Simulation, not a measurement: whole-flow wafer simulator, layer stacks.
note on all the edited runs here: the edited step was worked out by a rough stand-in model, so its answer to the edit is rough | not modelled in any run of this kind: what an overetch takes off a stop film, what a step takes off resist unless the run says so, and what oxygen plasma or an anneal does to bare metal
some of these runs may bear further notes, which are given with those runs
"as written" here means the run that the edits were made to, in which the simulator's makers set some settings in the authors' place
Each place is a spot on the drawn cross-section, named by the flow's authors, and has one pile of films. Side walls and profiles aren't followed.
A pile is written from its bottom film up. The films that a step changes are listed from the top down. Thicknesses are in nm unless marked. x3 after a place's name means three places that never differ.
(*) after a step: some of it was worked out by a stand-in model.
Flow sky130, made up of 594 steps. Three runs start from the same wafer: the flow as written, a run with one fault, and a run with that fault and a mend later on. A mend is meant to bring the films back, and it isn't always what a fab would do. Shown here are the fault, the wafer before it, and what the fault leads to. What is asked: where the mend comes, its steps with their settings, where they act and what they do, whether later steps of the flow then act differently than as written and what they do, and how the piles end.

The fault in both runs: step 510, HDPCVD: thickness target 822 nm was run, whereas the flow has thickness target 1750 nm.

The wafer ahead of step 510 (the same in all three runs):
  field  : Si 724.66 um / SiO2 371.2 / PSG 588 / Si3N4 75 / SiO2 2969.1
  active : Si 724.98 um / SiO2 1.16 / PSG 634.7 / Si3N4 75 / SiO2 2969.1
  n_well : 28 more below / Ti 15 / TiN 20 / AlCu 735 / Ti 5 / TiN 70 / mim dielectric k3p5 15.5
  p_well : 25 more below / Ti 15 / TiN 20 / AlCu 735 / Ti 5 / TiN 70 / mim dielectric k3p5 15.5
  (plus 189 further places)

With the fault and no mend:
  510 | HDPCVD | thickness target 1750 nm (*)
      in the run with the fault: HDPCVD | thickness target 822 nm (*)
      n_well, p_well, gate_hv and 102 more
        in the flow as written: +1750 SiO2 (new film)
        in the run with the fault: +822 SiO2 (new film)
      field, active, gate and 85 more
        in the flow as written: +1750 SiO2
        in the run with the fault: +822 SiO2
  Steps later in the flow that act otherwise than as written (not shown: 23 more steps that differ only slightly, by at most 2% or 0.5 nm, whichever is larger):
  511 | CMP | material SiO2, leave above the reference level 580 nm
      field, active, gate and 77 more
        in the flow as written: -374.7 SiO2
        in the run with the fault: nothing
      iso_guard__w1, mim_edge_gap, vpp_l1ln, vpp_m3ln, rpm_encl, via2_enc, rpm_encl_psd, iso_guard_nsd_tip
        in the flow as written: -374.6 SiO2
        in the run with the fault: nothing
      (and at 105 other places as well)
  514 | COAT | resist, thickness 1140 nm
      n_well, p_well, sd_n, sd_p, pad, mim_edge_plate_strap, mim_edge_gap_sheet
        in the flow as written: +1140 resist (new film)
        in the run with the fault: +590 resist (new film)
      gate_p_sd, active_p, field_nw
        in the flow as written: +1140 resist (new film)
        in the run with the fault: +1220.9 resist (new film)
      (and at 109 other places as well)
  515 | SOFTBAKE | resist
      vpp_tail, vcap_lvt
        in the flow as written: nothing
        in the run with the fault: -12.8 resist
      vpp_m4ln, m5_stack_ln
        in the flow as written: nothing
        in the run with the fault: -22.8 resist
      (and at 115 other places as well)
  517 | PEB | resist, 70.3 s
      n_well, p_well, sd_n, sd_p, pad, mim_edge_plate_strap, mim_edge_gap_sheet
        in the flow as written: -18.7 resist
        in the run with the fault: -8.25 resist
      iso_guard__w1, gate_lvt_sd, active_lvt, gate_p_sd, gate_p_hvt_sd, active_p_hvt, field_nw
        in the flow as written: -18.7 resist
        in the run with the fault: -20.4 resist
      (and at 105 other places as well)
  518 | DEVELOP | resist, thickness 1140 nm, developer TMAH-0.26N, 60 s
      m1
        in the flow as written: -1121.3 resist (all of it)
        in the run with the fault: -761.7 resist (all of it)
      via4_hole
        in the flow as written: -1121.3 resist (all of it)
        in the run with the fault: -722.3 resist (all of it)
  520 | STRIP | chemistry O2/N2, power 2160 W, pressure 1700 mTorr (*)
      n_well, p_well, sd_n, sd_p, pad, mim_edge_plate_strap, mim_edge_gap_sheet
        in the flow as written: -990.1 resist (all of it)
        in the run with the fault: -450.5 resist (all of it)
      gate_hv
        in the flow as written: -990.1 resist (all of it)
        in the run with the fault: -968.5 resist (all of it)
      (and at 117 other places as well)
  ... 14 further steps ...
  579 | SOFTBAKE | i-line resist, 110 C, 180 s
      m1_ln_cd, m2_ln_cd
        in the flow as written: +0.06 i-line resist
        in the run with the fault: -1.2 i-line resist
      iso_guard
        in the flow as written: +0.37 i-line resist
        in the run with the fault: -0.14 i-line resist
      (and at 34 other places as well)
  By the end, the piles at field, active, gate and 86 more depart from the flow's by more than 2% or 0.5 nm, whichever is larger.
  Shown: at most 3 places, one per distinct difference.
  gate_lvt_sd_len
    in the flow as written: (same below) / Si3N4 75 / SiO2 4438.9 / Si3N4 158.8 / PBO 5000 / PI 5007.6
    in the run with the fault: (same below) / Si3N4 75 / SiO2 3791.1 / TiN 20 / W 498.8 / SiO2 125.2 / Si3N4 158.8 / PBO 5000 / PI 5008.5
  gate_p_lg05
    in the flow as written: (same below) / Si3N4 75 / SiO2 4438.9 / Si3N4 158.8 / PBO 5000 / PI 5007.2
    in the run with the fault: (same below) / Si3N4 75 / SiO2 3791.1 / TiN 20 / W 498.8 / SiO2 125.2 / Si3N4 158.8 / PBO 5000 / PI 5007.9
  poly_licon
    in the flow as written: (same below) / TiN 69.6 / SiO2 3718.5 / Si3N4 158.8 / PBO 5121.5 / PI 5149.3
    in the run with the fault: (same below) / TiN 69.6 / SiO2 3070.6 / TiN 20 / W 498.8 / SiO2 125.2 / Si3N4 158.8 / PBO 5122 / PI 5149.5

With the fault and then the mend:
  After step 510 comes the mend.
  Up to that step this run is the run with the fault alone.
  510a | HDPCVD | thickness target 928 nm (*) (a further turn of the flow's step 510, with different settings)
      field, active, n_well and 190 more
        +928 SiO2
  Later steps of the flow that are run all act as written at every place that is followed.
  The piles end the same as the flow's at every place that both follow.
